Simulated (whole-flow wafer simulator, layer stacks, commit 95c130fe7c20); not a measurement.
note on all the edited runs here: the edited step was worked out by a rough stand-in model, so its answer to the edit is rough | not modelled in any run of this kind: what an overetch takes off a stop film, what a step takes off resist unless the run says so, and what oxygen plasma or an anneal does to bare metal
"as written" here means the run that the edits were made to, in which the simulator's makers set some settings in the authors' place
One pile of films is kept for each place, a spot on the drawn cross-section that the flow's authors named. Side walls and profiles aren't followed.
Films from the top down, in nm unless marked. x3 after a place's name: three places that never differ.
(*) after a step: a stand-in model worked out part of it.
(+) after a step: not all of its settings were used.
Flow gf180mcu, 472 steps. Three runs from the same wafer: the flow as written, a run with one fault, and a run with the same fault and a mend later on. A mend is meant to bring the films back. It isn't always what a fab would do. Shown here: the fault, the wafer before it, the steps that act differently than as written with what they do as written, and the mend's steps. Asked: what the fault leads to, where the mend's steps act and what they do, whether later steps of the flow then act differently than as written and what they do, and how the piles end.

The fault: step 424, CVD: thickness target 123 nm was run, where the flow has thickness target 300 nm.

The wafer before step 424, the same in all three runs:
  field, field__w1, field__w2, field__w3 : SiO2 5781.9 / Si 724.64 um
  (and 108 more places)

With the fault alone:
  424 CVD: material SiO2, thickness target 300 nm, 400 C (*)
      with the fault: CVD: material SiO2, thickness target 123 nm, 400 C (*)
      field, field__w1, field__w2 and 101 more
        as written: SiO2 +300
        with the fault: SiO2 +123
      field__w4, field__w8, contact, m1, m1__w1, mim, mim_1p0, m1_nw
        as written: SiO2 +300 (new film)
        with the fault: SiO2 +123 (new film)
  Later steps of the flow that act differently than as written:
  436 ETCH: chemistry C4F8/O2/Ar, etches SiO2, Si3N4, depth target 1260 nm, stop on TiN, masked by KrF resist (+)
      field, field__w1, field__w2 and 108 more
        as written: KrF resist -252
        with the fault: KrF resist -208.3
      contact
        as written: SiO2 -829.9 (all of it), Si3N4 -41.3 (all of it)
        with the fault: SiO2 -652.9 (all of it), Si3N4 -41.3 (all of it)
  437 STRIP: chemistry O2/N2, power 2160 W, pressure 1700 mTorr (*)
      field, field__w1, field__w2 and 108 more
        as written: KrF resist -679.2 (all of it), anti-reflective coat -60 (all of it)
        with the fault: KrF resist -722.9 (all of it), anti-reflective coat -60 (all of it)
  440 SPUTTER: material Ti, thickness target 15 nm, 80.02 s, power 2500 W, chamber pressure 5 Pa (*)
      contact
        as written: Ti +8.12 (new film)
        with the fault: Ti +8.99 (new film)
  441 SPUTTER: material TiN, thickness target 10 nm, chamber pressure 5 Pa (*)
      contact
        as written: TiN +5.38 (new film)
        with the fault: TiN +5.96 (new film)
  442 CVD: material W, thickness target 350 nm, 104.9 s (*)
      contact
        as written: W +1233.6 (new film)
        with the fault: W +1055.1 (new film)
  At the end the piles differ from the flow's by more than 2% or 0.5 nm, whichever is larger, at field, field__w1, field__w2 and 109 more.
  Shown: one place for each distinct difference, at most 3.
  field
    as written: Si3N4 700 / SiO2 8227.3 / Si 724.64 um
    with the fault: Si3N4 700 / SiO2 8050.3 / Si 724.64 um
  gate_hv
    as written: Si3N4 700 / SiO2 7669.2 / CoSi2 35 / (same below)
    with the fault: Si3N4 700 / SiO2 7492.2 / CoSi2 35 / (same below)
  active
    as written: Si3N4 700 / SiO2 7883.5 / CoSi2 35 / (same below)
    with the fault: Si3N4 700 / SiO2 7706.5 / CoSi2 35 / (same below)

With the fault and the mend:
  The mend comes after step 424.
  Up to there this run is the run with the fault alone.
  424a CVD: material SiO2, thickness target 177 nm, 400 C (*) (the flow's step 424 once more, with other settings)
      field, field__w1, field__w2 and 109 more
        SiO2 +177
  No later step of the flow acts differently than as written at any place that is followed.
  At the end the piles are the same as the flow's at every place that both follow.
